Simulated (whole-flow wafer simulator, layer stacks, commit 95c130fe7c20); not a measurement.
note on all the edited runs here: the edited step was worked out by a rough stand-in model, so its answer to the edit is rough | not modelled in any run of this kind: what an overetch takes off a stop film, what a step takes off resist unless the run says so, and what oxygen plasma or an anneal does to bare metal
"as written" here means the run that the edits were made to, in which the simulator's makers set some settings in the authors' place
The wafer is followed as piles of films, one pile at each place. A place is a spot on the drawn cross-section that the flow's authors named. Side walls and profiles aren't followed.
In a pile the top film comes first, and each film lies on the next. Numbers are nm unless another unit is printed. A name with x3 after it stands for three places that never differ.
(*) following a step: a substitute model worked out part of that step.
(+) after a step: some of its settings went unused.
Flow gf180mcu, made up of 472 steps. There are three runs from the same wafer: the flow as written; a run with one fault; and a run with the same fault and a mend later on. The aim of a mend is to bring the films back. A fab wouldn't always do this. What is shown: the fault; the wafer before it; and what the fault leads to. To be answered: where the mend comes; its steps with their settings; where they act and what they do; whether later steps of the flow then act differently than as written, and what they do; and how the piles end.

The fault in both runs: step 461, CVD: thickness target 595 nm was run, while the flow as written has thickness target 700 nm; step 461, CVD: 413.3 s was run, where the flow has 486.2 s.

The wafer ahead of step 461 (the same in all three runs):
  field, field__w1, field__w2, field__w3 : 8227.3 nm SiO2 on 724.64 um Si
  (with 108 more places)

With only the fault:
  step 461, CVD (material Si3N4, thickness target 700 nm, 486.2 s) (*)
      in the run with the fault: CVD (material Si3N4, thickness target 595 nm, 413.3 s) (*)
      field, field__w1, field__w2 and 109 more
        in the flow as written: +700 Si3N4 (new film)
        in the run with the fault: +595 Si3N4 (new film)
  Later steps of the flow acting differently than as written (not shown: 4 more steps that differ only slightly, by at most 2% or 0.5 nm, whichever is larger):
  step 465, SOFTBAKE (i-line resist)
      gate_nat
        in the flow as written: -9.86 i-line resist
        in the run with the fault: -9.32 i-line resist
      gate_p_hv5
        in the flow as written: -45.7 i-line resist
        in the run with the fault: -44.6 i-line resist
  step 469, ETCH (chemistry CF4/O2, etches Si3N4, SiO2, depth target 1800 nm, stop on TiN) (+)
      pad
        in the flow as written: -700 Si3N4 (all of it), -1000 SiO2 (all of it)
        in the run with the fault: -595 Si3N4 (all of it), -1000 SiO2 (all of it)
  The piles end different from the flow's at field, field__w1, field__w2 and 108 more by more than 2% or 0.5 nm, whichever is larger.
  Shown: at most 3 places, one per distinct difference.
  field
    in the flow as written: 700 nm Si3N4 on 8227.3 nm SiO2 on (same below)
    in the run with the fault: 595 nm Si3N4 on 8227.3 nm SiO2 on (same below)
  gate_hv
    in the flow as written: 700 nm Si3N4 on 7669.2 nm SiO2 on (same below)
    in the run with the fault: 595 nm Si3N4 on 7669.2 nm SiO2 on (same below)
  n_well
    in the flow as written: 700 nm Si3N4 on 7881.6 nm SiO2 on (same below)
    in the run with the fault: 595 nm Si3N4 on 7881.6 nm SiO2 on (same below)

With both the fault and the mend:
  The mend follows step 468.
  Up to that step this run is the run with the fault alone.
  step 468a, STRIP (chemistry O2/N2, power 2160 W, pressure 1700 mTorr) (*)
      iso_ptap_pw, iso_ntap_nw, iso_nw_fld and 33 more
        -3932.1 i-line resist (all of it)
      p_well, sti, spacer, sd_n, mim_1p0, dice_street
        -3938.2 i-line resist (all of it)
      field__w2, field__w3, field__w6
        -3986 i-line resist (all of it)
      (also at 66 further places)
  step 468b, CVD (material Si3N4, thickness target 105 nm, 72.93 s) (*) (a further turn of the flow's step 461, with different settings)
      field, field__w1, field__w2 and 109 more
        +105.1 Si3N4
  step 468c, HMDS (120 C, 60 s) (a further turn of the flow's step 463)
      alters no film at any place that is followed
  step 468d, COAT (i-line resist, thickness 4000 nm) (*) (a further turn of the flow's step 464)
      iso_ptap_pw, iso_ntap_nw, iso_nw_fld and 33 more
        +4000 i-line resist (new film)
      p_well, sti, spacer, sd_n, mim_1p0, dice_street
        +4006.3 i-line resist (new film)
      field__w5, field__w9, field__w11, gate_p_hv, nplus_u
        +4017 i-line resist (new film)
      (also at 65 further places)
  step 468e, SOFTBAKE (i-line resist) (a further turn of the flow's step 465)
      field__w2, field_sub__w3, field_sub__w4
        +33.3 i-line resist
      field__w11, field__w13, ppoly_u
        +37.5 i-line resist
      field__w6, field_sub
        +32.7 i-line resist
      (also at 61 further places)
  step 468f, EXPOSE (photomask Pad) (a further turn of the flow's step 466)
      alters no film at any place that is followed
  step 468g, PEB (i-line resist, 115 C, 93.9 s) (a further turn of the flow's step 467)
      iso_ptap_pw, iso_ntap_nw, iso_nw_fld and 33 more
        -67.9 i-line resist
      field, field__w2, field__w3 and 25 more
        -68.8 i-line resist
      field_sub, field_sub__w1, field_sub__w2 and 23 more
        -68.7 i-line resist
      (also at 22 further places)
  step 468h, DEVELOP (thickness 4000 nm) (*) (a further turn of the flow's step 468)
      field__w12, field_sub__w1, field_sub__w3 and 21 more
        -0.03 i-line resist
      pad
        -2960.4 i-line resist (all of it)
  Every later step of the flow that is run acts as written, at every place that is followed, to within 2% or 0.5 nm, whichever is larger.
  The piles end only slightly different from the flow's at the places that both follow, by no more than 2% or 0.5 nm, whichever is larger.
